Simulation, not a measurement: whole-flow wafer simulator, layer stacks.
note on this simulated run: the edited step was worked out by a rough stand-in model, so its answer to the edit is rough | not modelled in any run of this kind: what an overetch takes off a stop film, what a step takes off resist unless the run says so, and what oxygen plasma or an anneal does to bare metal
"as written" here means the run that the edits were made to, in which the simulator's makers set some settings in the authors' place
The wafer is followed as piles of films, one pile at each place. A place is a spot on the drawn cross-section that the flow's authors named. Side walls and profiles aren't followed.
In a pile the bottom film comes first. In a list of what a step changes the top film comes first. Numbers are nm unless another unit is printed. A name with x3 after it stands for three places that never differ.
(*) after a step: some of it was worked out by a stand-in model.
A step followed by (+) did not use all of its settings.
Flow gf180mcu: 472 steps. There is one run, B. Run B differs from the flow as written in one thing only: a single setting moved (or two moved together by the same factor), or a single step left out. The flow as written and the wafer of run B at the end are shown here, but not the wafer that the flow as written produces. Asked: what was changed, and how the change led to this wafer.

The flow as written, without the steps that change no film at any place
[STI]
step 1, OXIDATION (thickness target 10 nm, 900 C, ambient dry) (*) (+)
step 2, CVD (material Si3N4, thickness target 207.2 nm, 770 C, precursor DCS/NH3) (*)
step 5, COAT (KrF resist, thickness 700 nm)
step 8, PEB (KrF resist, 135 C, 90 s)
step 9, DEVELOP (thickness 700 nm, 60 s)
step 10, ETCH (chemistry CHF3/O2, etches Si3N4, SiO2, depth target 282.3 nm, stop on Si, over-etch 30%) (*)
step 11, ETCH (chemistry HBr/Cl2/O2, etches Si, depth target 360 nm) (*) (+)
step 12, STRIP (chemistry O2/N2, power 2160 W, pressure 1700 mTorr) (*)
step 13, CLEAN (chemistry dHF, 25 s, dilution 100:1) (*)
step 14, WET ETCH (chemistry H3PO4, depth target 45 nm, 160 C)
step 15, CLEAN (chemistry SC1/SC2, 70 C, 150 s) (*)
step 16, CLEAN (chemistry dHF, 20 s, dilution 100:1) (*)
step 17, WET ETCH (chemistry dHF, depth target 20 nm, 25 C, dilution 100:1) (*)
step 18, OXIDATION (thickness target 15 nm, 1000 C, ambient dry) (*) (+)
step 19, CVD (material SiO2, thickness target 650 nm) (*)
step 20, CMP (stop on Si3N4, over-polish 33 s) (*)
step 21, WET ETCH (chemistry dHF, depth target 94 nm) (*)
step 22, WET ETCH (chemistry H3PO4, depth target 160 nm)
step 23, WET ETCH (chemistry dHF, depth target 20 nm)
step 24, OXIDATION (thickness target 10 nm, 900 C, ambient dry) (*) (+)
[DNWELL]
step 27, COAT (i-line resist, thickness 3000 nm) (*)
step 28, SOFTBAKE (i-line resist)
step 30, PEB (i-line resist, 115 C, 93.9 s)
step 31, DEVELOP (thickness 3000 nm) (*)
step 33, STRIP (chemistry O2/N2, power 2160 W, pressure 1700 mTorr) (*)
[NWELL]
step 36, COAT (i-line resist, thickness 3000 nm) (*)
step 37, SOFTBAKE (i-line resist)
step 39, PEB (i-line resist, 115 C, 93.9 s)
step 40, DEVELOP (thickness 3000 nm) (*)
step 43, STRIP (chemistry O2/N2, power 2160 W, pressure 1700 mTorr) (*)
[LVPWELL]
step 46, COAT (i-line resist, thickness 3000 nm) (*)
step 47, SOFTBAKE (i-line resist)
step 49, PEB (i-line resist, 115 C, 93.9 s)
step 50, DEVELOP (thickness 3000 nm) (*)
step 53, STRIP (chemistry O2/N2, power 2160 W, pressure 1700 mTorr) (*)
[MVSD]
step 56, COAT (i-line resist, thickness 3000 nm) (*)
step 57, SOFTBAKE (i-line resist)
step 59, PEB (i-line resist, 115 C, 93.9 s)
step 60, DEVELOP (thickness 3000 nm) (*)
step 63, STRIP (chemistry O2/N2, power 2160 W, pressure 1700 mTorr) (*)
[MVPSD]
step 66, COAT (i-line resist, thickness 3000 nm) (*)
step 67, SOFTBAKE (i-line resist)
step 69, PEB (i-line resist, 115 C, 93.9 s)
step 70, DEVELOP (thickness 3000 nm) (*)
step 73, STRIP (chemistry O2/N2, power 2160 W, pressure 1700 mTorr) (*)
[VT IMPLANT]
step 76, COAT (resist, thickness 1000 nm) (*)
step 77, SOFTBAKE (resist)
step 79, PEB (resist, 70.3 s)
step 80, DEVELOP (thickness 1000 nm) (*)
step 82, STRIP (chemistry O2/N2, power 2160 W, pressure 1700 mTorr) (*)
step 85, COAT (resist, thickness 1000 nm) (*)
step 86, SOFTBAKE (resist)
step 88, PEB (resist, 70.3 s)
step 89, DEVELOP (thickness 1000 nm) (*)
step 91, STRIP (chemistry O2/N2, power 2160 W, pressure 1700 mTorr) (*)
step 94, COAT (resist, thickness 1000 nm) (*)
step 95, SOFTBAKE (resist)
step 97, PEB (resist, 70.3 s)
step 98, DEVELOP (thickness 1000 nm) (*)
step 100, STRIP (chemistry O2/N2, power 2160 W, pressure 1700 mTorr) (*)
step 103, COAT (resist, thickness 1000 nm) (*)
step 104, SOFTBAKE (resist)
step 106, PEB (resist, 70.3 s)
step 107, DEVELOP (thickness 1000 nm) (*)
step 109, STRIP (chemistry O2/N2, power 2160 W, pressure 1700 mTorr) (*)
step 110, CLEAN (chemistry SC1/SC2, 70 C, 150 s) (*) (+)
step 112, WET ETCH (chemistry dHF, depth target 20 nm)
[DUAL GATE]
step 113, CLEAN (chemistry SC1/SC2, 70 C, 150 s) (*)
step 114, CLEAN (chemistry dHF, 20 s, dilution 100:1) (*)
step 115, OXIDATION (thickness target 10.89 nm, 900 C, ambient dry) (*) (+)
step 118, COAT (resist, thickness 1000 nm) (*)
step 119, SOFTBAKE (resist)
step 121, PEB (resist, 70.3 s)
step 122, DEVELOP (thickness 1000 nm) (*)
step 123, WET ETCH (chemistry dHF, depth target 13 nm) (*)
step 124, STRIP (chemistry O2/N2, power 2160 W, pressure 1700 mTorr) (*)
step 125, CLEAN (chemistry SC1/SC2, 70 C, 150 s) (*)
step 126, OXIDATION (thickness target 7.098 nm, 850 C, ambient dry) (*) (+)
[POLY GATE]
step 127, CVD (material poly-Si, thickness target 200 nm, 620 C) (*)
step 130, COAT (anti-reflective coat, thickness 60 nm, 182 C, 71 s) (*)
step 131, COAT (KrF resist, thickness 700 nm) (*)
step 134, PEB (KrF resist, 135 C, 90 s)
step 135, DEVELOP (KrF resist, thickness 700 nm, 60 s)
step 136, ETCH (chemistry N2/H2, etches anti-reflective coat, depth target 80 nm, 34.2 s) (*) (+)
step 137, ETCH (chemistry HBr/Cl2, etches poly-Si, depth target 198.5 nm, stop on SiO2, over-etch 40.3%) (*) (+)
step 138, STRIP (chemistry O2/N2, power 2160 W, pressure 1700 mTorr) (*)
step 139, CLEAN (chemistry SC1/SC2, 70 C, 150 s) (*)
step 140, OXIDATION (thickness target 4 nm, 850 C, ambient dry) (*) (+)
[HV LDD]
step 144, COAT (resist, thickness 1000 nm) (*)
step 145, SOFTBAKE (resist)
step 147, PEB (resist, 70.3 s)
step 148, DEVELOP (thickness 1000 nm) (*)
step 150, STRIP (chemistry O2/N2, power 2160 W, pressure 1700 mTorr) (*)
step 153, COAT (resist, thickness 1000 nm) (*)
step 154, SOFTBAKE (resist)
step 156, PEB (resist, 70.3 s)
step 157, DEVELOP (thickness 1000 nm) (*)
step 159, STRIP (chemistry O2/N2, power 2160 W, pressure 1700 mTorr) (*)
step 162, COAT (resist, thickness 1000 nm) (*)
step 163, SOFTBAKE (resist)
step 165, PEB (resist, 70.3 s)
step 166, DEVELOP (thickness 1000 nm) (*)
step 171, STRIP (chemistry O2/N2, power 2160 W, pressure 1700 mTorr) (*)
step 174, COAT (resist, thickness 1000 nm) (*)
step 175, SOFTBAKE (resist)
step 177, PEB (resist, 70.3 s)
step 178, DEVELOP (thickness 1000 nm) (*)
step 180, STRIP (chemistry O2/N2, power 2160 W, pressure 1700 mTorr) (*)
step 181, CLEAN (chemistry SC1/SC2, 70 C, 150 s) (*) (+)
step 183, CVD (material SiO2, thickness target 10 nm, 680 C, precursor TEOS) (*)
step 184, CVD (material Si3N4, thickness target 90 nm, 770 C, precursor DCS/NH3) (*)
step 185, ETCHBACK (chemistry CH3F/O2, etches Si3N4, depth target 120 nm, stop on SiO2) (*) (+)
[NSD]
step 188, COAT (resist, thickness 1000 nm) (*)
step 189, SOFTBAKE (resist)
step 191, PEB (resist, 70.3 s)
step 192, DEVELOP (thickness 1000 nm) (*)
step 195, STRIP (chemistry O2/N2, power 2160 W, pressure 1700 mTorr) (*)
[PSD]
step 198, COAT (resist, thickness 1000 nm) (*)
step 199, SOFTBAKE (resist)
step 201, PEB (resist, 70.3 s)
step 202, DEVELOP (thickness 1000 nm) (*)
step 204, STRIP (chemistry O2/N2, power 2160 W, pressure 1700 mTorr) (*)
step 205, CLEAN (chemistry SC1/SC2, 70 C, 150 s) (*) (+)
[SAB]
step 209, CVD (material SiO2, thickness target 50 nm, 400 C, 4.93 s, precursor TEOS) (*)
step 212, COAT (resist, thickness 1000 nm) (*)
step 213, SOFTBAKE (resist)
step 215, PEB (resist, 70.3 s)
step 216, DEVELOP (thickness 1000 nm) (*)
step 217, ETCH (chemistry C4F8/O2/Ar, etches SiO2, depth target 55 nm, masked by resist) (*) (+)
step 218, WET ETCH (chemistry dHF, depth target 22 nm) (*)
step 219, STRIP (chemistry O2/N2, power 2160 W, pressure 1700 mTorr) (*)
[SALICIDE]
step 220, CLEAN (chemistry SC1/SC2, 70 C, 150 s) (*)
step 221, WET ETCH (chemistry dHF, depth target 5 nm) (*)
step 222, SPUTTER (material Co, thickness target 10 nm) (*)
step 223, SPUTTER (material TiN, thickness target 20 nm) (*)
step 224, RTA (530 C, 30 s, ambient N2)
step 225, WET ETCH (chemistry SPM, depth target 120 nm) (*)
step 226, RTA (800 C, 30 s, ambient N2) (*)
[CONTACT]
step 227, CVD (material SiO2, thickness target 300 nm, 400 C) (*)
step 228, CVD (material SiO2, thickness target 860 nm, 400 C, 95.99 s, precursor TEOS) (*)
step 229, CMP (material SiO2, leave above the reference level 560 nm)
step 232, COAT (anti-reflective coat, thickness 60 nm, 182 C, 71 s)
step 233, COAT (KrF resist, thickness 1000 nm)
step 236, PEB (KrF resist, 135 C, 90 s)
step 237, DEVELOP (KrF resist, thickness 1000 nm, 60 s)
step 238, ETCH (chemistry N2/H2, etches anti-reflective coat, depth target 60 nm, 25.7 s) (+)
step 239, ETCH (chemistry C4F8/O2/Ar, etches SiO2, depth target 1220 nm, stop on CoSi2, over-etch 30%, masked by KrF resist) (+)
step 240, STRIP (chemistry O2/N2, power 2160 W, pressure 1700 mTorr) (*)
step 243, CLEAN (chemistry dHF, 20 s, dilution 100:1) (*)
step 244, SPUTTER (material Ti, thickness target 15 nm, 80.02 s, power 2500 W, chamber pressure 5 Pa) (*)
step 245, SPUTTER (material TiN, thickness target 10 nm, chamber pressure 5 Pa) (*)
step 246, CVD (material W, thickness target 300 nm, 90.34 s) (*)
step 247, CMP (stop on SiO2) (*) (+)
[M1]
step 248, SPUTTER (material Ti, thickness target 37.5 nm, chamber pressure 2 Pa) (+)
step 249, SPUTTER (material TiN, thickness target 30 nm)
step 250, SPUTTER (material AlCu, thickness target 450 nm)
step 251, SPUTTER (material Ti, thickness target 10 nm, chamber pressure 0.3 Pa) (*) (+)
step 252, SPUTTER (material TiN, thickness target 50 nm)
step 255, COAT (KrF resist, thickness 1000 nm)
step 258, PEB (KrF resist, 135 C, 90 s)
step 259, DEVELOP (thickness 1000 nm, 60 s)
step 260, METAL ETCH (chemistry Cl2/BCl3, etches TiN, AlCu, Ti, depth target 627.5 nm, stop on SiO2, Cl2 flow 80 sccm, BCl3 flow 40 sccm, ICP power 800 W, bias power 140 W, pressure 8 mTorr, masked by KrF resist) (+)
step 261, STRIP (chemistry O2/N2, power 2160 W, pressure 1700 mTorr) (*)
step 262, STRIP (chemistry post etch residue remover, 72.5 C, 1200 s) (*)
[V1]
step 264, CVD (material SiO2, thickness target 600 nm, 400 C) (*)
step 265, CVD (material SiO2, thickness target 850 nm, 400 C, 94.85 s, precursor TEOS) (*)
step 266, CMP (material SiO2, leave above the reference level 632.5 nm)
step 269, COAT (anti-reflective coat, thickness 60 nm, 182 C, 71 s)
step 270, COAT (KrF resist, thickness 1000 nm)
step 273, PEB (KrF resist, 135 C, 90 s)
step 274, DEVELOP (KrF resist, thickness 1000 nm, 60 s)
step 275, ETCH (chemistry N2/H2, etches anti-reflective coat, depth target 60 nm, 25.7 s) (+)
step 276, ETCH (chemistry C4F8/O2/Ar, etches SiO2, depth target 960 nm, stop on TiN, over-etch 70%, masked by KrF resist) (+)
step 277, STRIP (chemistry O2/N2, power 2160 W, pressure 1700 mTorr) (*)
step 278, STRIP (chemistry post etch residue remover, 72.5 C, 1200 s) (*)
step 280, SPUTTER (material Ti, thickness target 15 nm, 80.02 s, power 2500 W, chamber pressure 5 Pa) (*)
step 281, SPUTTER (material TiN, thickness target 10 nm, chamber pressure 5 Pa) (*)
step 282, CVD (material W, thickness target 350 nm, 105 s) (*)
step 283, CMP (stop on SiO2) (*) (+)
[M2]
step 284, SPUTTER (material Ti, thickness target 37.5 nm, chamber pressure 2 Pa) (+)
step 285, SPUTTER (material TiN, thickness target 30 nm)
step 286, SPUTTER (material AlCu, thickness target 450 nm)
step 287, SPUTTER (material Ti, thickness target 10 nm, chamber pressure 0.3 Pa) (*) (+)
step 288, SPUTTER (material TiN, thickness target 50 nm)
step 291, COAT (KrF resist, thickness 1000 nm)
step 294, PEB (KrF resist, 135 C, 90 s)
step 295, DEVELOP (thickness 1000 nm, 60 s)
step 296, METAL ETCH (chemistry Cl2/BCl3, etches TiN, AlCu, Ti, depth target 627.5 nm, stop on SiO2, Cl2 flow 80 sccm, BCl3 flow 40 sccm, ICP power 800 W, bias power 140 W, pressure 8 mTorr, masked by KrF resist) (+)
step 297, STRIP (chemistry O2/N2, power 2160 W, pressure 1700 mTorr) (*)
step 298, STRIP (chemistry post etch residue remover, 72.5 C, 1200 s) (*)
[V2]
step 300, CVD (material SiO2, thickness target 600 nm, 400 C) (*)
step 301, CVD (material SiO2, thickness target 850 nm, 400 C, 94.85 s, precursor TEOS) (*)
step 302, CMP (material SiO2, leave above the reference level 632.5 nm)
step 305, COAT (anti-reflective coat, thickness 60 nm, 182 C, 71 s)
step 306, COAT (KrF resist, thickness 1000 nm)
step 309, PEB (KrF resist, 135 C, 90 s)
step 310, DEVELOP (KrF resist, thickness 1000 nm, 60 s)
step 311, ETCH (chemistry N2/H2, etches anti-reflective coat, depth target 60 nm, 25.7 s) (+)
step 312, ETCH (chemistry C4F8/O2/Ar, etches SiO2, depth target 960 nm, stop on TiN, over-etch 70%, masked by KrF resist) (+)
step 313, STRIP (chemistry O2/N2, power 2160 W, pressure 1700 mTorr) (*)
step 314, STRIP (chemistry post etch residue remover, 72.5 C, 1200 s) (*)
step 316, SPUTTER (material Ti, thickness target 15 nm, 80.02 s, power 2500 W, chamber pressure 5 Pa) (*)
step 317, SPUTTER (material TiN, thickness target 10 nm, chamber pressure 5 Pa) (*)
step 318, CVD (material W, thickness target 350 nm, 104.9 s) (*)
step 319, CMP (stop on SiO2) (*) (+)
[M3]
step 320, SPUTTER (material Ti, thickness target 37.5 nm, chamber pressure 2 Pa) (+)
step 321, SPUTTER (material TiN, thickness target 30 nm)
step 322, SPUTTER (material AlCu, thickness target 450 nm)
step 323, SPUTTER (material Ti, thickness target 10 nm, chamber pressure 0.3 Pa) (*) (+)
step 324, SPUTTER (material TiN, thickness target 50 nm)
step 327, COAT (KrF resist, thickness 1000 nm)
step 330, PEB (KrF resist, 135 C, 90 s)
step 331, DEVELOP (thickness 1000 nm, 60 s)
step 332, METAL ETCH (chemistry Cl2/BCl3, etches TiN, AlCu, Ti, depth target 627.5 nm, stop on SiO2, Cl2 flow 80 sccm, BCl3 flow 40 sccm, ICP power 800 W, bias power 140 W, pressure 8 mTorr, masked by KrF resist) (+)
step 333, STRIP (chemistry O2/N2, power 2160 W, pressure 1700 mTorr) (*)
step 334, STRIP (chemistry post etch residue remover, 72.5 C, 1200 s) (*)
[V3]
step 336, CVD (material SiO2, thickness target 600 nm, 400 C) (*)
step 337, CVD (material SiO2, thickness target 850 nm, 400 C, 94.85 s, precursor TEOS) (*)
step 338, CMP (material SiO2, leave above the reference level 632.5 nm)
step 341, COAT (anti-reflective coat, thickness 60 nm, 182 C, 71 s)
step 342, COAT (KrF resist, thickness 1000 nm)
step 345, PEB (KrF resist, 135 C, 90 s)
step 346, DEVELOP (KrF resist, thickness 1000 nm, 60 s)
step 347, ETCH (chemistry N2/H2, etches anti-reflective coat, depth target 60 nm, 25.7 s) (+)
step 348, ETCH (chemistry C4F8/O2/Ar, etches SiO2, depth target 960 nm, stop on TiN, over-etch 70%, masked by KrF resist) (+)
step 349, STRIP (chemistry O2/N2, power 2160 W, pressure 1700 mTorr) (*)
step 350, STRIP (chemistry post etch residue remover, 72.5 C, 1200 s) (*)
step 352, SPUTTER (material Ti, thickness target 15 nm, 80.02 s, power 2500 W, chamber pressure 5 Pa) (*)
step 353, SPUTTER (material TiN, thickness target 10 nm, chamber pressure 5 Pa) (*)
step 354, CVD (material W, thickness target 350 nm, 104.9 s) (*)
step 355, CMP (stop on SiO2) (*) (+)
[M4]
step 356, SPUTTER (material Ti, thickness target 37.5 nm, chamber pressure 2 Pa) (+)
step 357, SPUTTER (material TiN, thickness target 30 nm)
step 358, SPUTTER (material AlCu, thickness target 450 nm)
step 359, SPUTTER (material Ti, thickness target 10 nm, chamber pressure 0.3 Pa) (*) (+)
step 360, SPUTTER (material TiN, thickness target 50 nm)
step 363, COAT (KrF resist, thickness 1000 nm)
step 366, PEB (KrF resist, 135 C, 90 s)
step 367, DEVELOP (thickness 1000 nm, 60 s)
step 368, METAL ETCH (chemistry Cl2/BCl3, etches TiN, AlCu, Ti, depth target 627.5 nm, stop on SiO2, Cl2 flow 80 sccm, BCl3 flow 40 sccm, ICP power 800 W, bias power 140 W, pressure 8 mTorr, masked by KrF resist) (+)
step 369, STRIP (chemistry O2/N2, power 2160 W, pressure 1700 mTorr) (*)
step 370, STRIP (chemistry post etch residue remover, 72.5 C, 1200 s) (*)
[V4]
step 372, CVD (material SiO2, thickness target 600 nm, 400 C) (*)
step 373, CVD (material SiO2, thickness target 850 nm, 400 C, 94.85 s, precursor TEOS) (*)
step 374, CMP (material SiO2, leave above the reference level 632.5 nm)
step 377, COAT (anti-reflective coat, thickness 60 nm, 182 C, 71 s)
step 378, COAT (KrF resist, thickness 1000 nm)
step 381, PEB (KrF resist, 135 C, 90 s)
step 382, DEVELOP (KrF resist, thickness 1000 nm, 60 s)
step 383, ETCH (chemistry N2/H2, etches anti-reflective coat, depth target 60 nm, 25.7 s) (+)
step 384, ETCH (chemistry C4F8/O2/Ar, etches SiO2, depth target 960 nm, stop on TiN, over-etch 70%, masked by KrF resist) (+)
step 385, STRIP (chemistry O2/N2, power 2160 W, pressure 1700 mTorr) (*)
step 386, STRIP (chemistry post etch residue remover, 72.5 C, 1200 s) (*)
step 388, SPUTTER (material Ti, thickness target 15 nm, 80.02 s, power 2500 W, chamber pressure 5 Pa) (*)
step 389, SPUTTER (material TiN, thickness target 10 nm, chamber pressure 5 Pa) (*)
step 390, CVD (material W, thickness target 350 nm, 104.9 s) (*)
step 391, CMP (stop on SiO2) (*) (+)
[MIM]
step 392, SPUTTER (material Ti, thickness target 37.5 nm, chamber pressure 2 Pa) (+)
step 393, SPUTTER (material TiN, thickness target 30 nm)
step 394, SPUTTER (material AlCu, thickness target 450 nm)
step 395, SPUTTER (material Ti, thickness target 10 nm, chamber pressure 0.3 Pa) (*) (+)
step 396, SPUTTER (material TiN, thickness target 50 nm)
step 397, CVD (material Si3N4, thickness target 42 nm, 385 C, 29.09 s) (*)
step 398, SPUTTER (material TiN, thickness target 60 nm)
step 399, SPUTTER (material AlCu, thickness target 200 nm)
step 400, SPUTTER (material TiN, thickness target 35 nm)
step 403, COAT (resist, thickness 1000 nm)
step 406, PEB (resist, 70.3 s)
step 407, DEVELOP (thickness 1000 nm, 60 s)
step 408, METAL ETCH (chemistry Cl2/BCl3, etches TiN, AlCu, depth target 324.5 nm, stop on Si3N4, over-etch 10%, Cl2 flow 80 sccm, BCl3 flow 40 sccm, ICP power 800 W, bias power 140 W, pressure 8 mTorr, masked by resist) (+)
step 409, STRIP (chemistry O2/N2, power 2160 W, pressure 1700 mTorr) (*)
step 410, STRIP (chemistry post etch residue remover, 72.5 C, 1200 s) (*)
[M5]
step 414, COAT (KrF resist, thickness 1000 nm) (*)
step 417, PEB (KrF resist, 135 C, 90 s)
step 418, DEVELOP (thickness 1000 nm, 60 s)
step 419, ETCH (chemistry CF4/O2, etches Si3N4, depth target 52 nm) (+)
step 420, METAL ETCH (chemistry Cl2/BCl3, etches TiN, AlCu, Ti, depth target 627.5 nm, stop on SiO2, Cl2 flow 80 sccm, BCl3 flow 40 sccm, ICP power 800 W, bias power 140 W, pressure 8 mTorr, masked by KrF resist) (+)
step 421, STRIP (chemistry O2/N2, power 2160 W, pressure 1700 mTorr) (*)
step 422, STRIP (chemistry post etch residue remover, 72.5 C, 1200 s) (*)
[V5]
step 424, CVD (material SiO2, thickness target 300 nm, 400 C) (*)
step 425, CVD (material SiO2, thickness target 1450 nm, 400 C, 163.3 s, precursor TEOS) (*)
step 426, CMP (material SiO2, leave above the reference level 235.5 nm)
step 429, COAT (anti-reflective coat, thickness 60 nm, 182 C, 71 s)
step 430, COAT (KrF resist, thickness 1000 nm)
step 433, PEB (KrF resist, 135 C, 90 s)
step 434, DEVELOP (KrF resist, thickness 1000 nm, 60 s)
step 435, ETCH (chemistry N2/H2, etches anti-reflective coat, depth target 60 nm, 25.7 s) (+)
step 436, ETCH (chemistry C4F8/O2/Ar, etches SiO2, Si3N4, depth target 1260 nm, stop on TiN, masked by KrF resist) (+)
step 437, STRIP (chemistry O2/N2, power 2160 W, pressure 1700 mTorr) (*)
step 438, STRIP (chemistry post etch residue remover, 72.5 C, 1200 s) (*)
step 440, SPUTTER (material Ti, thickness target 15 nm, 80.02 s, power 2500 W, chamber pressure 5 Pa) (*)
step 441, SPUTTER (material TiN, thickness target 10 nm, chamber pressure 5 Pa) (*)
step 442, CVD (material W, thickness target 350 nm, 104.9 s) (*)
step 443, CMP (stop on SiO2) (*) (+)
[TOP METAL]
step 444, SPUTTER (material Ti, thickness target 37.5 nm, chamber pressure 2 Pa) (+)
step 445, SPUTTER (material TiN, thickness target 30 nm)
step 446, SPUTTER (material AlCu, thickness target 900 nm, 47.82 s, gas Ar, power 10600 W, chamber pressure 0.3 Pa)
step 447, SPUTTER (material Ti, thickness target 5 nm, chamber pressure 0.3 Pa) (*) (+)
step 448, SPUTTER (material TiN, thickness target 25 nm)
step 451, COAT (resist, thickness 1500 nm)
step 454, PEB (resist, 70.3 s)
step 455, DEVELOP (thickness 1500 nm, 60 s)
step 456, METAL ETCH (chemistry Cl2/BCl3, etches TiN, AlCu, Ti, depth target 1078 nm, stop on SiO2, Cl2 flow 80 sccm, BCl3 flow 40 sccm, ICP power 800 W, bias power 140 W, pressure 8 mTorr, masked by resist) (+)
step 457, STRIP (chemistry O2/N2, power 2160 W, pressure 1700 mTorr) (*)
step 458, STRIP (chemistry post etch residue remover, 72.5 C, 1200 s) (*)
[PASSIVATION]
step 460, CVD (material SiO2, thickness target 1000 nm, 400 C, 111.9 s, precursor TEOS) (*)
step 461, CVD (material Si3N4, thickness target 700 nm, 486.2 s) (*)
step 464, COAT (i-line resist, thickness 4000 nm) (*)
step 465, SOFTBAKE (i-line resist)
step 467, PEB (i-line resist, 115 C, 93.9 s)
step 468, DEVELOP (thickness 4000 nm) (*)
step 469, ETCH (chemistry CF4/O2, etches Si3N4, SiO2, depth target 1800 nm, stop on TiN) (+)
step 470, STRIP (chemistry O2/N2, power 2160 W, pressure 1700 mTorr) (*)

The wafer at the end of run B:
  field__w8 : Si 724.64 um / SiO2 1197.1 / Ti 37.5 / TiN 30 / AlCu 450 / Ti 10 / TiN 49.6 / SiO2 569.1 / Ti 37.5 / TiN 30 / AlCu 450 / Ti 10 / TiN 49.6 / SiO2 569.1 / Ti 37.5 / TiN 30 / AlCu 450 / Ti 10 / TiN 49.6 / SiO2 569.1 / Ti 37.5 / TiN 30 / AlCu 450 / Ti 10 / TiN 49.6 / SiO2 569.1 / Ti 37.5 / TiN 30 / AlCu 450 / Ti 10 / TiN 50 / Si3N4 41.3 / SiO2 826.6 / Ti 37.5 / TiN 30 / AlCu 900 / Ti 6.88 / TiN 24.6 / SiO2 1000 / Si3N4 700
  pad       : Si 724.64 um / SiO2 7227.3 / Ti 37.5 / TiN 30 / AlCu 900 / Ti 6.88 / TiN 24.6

What caused this: step 447, SPUTTER: thickness target 6.88 nm was run, though the flow has thickness target 5 nm.
The wafer itself shows it: field__w8 has Ti 6.88, and step 447 as written asks for 5 nm.

The path from the change to this, step by step:
  step 447, SPUTTER (material Ti, thickness target 5 nm, chamber pressure 0.3 Pa) (*) (+)
      field, field__w1, field__w2 and 109 more: Ti gains 6.88 (new film) (as written it would have been: Ti gains 5 (new film))
  step 456, METAL ETCH (chemistry Cl2/BCl3, etches TiN, AlCu, Ti, depth target 1078 nm, stop on SiO2, Cl2 flow 80 sccm, BCl3 flow 40 sccm, ICP power 800 W, bias power 140 W, pressure 8 mTorr, masked by resist) (+)
      field, field__w1, field__w2 and 103 more: TiN loses 25 (all of it), Ti loses 6.88 (all of it), AlCu loses 900 (all of it), TiN loses 30 (all of it), Ti loses 37.5 (all of it) (as written it would have been: TiN loses 25 (all of it), Ti loses 5 (all of it), AlCu loses 900 (all of it), TiN loses 30 (all of it), Ti loses 37.5 (all of it))
